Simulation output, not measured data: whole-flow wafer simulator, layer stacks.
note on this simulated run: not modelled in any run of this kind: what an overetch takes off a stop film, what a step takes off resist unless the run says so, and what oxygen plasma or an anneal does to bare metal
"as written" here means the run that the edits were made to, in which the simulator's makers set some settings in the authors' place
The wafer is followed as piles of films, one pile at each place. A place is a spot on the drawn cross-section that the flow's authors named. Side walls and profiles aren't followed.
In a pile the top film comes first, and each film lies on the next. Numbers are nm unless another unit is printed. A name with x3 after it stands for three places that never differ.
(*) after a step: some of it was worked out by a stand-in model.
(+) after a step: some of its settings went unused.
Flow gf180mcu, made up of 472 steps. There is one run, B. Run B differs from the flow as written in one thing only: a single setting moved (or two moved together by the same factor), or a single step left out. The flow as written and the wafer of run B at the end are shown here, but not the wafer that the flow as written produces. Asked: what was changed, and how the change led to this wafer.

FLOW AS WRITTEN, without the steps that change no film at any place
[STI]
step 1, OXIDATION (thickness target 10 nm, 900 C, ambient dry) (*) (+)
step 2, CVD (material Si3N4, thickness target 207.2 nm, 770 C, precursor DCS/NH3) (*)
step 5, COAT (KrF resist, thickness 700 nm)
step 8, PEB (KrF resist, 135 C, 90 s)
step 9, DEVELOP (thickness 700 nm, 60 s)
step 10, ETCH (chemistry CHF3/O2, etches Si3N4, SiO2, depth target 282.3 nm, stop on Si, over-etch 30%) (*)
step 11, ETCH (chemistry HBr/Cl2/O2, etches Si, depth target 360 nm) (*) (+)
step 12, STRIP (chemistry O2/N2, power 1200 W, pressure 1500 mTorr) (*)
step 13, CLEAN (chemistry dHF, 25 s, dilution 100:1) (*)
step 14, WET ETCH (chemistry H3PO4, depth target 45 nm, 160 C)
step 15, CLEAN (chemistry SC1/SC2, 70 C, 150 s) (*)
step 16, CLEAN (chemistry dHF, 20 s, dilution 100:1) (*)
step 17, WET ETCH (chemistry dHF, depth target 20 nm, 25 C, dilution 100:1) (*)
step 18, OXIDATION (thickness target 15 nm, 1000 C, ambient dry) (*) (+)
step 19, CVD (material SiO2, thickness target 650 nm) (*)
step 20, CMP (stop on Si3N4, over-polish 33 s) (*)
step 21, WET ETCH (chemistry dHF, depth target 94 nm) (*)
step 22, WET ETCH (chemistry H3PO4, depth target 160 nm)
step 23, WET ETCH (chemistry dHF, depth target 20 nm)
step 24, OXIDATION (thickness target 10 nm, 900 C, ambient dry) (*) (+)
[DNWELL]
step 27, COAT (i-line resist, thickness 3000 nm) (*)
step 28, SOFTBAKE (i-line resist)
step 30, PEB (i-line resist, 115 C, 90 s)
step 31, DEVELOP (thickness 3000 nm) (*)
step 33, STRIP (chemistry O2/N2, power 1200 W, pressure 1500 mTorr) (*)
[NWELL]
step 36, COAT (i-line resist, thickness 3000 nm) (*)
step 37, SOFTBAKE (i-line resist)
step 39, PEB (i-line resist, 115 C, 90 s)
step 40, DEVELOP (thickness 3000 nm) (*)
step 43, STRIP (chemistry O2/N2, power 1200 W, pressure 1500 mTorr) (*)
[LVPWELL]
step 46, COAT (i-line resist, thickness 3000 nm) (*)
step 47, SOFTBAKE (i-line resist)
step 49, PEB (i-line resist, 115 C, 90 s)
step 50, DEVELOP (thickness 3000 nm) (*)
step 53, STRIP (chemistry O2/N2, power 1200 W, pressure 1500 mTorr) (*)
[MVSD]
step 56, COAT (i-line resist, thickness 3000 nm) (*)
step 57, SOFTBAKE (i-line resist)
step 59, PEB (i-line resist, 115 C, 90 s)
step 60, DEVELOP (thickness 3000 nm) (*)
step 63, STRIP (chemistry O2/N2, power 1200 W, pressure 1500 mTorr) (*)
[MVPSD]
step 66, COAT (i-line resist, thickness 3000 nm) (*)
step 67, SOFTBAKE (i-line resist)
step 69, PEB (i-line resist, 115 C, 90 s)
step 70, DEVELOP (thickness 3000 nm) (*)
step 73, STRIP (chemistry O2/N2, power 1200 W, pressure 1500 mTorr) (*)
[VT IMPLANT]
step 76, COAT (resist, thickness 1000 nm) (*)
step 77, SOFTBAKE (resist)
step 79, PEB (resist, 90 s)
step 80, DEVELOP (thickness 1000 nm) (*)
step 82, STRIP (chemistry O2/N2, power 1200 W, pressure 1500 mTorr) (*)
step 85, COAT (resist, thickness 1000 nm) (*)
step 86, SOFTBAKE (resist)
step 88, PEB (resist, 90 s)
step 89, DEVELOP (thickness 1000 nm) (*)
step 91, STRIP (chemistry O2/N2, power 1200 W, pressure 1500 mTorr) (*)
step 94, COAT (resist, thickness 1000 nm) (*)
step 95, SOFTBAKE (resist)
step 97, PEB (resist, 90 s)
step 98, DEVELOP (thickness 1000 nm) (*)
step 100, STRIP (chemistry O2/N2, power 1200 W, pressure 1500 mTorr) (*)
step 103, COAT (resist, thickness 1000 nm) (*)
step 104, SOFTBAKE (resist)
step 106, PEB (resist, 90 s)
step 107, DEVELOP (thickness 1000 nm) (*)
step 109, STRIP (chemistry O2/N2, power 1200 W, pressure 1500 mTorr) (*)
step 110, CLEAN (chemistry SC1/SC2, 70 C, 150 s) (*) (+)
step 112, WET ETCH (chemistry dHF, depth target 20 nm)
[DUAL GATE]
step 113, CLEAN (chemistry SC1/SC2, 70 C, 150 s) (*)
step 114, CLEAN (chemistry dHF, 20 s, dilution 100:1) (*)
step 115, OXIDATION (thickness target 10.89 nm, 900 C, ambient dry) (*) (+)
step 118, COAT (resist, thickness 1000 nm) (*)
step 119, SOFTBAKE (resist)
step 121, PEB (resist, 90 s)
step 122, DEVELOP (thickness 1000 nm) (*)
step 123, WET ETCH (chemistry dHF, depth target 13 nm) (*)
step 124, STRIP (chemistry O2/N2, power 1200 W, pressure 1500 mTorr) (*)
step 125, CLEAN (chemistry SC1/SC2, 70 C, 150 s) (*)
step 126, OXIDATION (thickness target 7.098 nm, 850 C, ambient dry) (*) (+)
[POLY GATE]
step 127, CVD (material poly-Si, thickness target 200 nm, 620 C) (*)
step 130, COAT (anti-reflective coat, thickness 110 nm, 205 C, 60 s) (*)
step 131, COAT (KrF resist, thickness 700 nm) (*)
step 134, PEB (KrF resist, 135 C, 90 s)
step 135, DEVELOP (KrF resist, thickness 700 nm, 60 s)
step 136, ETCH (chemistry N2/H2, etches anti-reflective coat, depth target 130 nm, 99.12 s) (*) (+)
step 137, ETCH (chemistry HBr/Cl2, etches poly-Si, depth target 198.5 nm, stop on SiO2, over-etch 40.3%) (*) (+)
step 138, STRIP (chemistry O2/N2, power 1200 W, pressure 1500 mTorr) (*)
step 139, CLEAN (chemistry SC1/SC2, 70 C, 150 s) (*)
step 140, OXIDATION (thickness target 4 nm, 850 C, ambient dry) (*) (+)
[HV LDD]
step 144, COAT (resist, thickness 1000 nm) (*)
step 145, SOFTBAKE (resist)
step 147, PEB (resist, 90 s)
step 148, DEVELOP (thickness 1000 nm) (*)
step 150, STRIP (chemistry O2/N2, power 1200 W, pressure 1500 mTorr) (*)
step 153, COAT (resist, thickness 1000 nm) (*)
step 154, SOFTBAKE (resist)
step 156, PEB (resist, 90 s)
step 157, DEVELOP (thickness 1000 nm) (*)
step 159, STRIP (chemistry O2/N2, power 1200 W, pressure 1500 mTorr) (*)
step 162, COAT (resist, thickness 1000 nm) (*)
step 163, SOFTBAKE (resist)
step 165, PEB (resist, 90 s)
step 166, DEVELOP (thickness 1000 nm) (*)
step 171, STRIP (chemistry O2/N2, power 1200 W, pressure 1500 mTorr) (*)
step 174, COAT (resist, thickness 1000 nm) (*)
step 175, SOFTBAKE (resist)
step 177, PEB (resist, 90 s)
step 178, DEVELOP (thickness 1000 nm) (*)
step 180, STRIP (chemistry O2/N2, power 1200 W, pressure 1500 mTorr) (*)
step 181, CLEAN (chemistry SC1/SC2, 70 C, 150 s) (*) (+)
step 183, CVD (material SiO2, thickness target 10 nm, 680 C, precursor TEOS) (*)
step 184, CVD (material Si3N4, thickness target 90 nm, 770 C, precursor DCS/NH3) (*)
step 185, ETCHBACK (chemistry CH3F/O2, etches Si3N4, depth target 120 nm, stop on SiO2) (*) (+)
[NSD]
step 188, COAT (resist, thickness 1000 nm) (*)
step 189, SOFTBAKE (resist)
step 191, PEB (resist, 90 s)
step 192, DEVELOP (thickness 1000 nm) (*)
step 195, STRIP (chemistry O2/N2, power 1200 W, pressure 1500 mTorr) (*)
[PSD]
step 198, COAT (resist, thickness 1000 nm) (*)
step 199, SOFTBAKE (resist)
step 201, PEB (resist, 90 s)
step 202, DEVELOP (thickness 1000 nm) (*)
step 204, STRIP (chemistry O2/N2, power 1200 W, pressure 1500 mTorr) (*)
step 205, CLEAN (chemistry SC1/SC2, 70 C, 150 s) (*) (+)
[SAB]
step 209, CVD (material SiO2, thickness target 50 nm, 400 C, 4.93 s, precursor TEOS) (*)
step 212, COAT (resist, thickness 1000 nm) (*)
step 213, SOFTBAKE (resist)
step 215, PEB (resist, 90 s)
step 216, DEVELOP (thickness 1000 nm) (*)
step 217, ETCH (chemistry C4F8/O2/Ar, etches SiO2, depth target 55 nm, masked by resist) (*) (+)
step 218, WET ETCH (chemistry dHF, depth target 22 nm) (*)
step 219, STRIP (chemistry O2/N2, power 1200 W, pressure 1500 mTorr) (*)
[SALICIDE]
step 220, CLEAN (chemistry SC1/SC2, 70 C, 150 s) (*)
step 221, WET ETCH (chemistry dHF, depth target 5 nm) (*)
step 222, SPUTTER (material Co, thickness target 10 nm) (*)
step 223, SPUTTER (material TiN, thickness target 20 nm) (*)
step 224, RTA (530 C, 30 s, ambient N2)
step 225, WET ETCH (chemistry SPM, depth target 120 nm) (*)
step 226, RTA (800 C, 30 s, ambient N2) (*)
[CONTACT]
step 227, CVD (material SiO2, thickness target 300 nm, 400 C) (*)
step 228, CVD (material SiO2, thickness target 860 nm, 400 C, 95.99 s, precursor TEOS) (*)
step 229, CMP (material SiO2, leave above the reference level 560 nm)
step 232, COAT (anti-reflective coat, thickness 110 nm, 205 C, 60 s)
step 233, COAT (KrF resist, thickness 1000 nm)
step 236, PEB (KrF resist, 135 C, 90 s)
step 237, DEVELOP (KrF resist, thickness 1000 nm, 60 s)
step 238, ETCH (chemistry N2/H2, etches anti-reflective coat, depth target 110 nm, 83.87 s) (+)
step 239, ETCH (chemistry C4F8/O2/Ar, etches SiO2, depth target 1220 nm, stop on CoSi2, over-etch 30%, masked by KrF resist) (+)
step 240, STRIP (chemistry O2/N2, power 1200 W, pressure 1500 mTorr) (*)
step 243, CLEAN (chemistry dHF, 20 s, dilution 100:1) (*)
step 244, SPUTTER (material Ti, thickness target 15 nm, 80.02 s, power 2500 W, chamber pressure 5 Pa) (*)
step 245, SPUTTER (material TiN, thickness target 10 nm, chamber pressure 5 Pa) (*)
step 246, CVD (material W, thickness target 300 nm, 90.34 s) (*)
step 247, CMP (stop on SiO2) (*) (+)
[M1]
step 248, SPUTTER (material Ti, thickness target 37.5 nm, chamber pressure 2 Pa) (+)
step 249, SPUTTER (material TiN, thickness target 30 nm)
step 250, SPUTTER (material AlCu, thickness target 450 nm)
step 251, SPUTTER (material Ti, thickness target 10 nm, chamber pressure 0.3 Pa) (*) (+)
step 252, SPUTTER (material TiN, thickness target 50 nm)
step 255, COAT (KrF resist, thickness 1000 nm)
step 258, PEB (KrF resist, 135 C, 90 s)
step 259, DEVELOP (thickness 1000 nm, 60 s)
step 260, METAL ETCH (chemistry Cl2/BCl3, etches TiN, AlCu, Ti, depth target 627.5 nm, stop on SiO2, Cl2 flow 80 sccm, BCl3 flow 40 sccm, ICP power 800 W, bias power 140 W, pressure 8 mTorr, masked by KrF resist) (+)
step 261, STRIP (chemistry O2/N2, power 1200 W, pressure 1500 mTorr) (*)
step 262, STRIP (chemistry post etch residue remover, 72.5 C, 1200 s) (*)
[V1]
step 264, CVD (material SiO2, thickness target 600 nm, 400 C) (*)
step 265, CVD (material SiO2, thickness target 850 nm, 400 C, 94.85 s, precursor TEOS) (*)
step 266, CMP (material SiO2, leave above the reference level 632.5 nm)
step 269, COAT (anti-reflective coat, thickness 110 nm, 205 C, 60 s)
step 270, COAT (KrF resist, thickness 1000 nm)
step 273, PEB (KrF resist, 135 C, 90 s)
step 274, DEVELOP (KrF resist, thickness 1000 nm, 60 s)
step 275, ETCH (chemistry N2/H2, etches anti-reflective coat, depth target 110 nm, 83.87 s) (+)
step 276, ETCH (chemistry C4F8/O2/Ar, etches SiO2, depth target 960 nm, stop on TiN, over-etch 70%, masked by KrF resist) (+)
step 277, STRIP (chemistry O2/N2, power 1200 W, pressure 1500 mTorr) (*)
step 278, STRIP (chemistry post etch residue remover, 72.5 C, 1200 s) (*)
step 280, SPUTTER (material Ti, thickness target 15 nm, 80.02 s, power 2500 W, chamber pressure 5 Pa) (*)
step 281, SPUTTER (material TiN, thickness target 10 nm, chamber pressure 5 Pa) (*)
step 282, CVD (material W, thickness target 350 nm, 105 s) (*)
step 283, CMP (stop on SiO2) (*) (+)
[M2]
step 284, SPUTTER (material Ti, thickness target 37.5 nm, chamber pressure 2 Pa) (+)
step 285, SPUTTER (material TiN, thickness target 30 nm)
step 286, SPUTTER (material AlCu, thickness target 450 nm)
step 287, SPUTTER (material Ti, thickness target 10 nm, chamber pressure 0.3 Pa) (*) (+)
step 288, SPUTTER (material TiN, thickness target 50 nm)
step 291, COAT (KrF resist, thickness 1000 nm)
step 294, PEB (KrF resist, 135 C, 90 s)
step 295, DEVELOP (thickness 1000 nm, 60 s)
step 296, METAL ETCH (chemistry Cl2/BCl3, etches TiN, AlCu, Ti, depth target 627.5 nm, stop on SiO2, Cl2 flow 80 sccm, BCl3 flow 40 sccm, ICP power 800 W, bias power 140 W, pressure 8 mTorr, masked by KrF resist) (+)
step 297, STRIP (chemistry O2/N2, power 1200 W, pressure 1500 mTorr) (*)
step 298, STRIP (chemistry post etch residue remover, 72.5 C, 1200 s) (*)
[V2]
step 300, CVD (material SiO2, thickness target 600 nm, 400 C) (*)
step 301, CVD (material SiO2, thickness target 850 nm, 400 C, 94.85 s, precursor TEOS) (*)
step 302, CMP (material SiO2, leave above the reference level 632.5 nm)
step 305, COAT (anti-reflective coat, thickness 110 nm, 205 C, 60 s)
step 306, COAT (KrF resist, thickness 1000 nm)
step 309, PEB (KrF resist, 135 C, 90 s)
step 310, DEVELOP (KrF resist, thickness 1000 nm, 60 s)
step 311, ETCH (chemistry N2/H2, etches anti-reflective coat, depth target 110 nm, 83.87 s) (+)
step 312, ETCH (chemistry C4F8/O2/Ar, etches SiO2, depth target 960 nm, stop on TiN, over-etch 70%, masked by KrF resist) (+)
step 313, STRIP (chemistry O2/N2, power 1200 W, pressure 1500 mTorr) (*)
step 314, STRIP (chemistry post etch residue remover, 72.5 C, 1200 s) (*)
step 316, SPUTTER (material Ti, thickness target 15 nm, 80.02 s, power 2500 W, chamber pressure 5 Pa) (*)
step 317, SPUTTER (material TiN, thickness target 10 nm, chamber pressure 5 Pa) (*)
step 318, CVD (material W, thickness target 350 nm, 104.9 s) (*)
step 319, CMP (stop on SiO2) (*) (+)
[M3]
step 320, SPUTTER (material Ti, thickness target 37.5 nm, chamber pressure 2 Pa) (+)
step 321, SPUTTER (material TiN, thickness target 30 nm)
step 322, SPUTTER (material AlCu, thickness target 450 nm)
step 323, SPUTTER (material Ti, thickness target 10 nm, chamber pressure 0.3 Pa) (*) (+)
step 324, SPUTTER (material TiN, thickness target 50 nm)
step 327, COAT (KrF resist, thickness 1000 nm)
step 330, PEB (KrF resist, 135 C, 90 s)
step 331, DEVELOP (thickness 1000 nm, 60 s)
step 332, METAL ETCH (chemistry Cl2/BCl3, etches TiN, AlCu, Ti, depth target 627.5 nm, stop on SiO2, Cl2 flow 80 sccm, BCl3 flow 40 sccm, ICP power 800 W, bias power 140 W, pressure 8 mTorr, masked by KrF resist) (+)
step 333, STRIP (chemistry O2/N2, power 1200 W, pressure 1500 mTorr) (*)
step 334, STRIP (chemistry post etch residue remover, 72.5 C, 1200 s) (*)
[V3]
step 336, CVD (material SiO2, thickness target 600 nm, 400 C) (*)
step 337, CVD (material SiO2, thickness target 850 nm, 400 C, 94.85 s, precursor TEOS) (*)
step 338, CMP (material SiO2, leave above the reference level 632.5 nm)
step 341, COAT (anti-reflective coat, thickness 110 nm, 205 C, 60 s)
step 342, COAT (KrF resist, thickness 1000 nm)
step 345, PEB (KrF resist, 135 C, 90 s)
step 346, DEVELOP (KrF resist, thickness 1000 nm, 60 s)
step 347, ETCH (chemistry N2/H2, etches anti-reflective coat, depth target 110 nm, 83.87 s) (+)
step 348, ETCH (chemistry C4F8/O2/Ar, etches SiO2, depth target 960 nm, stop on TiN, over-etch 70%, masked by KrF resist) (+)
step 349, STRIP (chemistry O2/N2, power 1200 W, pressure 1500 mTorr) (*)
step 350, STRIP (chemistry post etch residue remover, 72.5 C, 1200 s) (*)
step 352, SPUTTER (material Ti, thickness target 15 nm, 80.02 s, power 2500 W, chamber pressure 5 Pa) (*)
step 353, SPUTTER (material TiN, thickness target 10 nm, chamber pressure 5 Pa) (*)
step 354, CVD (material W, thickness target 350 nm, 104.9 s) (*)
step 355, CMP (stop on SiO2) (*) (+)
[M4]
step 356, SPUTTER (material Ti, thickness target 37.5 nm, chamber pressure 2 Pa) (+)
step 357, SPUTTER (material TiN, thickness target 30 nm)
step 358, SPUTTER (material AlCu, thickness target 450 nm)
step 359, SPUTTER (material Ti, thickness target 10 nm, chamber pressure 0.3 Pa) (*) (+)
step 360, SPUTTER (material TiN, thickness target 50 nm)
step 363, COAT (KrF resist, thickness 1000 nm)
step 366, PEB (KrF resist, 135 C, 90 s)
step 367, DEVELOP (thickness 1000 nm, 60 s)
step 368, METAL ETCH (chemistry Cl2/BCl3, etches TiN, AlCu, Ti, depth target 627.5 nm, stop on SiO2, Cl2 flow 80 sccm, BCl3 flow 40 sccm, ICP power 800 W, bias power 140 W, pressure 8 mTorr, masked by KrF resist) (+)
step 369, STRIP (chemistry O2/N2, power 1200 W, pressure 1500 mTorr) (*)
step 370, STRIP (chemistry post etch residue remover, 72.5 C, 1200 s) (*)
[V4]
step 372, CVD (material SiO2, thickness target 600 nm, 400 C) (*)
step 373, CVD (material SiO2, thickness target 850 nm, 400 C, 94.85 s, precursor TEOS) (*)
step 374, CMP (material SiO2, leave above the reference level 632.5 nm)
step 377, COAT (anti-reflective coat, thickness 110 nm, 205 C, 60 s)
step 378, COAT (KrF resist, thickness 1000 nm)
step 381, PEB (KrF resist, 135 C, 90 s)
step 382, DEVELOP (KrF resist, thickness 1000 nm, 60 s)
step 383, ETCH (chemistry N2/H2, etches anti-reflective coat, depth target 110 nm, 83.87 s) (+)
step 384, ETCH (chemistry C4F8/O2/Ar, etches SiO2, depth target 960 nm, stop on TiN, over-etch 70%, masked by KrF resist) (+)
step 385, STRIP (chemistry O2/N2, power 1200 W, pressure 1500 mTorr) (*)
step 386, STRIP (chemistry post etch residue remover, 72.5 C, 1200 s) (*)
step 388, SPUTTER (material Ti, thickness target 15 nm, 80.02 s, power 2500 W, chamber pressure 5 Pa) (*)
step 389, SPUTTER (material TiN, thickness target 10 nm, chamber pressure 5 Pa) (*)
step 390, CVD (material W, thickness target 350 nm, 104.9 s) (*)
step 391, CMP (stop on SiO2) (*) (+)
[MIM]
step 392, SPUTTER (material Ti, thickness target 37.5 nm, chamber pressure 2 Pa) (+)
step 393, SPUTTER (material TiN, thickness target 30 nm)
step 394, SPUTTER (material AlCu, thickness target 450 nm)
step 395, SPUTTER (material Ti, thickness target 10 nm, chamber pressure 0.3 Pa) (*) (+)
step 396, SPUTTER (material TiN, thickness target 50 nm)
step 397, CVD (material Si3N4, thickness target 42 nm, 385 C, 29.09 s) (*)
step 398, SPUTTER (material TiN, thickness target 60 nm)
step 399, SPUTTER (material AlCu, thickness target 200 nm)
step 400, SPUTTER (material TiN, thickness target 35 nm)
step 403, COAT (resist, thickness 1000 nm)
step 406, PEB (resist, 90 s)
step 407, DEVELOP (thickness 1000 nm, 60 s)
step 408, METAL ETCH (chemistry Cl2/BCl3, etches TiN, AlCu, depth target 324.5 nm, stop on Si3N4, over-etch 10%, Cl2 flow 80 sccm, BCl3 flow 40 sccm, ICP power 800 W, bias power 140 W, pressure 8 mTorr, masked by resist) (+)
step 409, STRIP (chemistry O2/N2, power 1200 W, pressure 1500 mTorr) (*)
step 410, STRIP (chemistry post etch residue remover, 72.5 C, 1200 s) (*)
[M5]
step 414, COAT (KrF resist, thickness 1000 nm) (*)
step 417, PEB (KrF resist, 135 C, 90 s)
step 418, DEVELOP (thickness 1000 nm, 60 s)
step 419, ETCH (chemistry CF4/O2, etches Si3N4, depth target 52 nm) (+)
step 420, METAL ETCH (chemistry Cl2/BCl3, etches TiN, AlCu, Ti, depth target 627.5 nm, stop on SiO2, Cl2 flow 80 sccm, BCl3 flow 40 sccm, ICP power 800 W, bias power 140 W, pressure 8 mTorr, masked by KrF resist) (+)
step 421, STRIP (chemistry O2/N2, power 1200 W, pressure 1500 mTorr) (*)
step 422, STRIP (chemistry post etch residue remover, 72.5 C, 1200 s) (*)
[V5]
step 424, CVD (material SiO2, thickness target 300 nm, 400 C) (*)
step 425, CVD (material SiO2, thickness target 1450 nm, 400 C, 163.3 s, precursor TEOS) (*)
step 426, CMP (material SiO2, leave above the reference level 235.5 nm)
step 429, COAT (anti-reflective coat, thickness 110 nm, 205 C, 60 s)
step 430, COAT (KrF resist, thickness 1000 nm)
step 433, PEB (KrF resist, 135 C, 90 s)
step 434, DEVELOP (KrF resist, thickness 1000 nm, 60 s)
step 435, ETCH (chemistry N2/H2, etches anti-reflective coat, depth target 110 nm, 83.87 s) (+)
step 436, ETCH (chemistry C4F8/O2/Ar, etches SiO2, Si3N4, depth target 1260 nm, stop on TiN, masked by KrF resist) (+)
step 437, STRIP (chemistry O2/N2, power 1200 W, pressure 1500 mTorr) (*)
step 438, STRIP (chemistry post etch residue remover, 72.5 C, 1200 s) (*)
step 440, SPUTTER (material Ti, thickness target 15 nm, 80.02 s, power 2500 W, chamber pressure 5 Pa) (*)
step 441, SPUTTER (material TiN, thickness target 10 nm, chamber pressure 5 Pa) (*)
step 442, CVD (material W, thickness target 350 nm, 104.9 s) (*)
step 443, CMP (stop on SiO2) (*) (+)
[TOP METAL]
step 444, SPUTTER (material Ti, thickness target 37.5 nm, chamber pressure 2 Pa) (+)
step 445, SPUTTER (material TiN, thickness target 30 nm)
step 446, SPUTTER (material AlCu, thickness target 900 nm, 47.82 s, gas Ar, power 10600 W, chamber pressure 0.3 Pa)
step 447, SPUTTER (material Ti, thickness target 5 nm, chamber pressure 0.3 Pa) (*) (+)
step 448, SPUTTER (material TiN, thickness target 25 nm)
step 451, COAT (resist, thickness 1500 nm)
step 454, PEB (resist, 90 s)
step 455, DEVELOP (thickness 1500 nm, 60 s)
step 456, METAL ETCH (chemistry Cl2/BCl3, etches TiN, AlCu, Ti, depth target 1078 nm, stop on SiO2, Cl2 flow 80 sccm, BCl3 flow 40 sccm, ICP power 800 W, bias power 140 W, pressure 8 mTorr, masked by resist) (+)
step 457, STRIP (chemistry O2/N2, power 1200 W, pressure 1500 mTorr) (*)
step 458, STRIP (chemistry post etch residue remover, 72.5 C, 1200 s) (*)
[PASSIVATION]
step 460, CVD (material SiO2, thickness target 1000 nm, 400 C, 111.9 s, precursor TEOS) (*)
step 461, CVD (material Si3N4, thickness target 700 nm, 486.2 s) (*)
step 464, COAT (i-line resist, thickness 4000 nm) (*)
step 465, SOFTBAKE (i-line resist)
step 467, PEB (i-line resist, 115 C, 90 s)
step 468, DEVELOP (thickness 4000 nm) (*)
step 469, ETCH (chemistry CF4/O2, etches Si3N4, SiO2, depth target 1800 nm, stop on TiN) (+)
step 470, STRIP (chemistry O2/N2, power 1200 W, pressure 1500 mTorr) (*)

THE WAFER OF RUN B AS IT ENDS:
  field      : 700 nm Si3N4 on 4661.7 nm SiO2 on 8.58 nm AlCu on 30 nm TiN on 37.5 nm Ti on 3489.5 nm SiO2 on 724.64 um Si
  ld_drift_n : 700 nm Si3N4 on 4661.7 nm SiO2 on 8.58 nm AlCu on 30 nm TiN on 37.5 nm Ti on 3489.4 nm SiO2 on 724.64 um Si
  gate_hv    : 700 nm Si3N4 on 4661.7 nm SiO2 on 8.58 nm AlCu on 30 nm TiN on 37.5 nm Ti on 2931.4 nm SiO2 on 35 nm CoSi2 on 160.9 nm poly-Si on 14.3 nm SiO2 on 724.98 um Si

Cause: step 332, METAL ETCH: depth target 495.7 nm was run, while the flow as written has depth target 627.5 nm.

How this came from the change, step by step:
  step 332, METAL ETCH (chemistry Cl2/BCl3, etches TiN, AlCu, Ti, depth target 627.5 nm, stop on SiO2, Cl2 flow 80 sccm, BCl3 flow 40 sccm, ICP power 800 W, bias power 140 W, pressure 8 mTorr, masked by KrF resist) (+)
      field, field__w1, field__w2 and 103 more: TiN loses 50 (all of it), Ti loses 10 (all of it), AlCu loses 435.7 (in the flow as written it would be: TiN loses 50 (all of it), Ti loses 10 (all of it), AlCu loses 450 (all of it), TiN loses 30 (all of it), Ti loses 37.5 (all of it))
      field__w8, contact, m1, m1__w1, m1_nw: KrF resist loses 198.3 (in the flow as written it would be: KrF resist loses 251)
  step 333, STRIP (chemistry O2/N2, power 1200 W, pressure 1500 mTorr) (*)
      field__w8, contact, m1, m1__w1, m1_nw: KrF resist loses 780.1 (all of it) (in the flow as written it would be: KrF resist loses 727.4 (all of it))
  step 334, STRIP (chemistry post etch residue remover, 72.5 C, 1200 s) (*)
      field, field__w1, field__w2 and 103 more: AlCu loses 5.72 (in the flow as written it would be: nothing)
  step 336, CVD (material SiO2, thickness target 600 nm, 400 C) (*)
      field, field__w1, field__w2 and 103 more: SiO2 gains 600 (new film) (in the flow as written it would be: SiO2 gains 600)
  step 338, CMP (material SiO2, leave above the reference level 632.5 nm)
      field, field__w1, field__w2 and 103 more: SiO2 loses 376.1 (in the flow as written it would be: SiO2 loses 300)
Taking metal films that touch as one body, field has 1 body; the flow as written gives 0 bodies.
Taking metal films that touch as one body, ld_drift_n has 1 body; the flow as written gives 0 bodies.
Taking metal films that touch as one body, gate_hv has 2 bodies (between them, from the top down: SiO2 2931.4); the flow as written gives 1 body.
